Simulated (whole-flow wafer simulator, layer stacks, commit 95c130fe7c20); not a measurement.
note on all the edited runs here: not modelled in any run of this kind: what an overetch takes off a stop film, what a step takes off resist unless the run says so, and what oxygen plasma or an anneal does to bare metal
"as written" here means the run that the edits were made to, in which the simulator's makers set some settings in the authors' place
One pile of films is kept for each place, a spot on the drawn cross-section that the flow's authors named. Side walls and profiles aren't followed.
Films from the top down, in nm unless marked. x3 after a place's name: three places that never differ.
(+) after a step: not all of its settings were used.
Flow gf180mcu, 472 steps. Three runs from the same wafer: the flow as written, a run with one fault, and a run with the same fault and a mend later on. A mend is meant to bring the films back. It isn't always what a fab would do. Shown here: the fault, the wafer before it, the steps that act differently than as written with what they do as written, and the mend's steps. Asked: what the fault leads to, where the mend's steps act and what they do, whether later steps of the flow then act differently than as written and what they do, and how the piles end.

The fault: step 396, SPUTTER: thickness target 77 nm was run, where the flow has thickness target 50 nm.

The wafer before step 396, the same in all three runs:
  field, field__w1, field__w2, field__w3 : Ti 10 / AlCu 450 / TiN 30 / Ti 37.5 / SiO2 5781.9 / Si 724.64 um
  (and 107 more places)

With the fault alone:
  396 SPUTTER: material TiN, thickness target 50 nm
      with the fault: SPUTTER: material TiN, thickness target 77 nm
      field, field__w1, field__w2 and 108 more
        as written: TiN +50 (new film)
        with the fault: TiN +77 (new film)
  Later steps of the flow that act differently than as written (1 more step differs only slightly, by at most 2% or 0.5 nm, whichever is larger, and isn't shown):
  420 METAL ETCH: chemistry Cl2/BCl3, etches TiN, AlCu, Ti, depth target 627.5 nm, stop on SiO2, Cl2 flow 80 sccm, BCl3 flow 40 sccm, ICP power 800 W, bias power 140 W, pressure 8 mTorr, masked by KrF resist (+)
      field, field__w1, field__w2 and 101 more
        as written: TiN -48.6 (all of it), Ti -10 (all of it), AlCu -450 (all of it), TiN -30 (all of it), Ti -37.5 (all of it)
        with the fault: TiN -75.6 (all of it), Ti -10 (all of it), AlCu -450 (all of it), TiN -30 (all of it), Ti -37.5 (all of it)
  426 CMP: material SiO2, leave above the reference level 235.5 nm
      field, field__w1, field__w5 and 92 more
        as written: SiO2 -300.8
        with the fault: SiO2 -273.8
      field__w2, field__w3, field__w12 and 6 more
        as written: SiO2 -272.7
        with the fault: SiO2 -244.4
  At the end the piles differ from the flow's by more than 2% or 0.5 nm, whichever is larger, at field__w4, field__w8, contact, m1, m1__w1, mim, mim_1p0, m1_nw.
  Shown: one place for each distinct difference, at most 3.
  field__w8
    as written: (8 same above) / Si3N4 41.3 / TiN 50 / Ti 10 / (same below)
    with the fault: (8 same above) / Si3N4 41.3 / TiN 77 / Ti 10 / (same below)
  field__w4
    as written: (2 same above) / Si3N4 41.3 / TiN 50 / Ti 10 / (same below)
    with the fault: (2 same above) / Si3N4 41.3 / TiN 77 / Ti 10 / (same below)
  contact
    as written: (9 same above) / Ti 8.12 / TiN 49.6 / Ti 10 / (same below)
    with the fault: (9 same above) / Ti 8.12 / TiN 76.6 / Ti 10 / (same below)

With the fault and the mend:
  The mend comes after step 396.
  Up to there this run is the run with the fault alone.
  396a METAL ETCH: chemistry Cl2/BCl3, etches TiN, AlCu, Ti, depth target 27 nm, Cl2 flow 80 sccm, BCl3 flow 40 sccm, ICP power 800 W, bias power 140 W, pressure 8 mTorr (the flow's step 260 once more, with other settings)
      field, field__w1, field__w2 and 108 more
        TiN -27
  No later step of the flow acts differently than as written at any place that is followed.
  At the end the piles are the same as the flow's at every place that both follow.
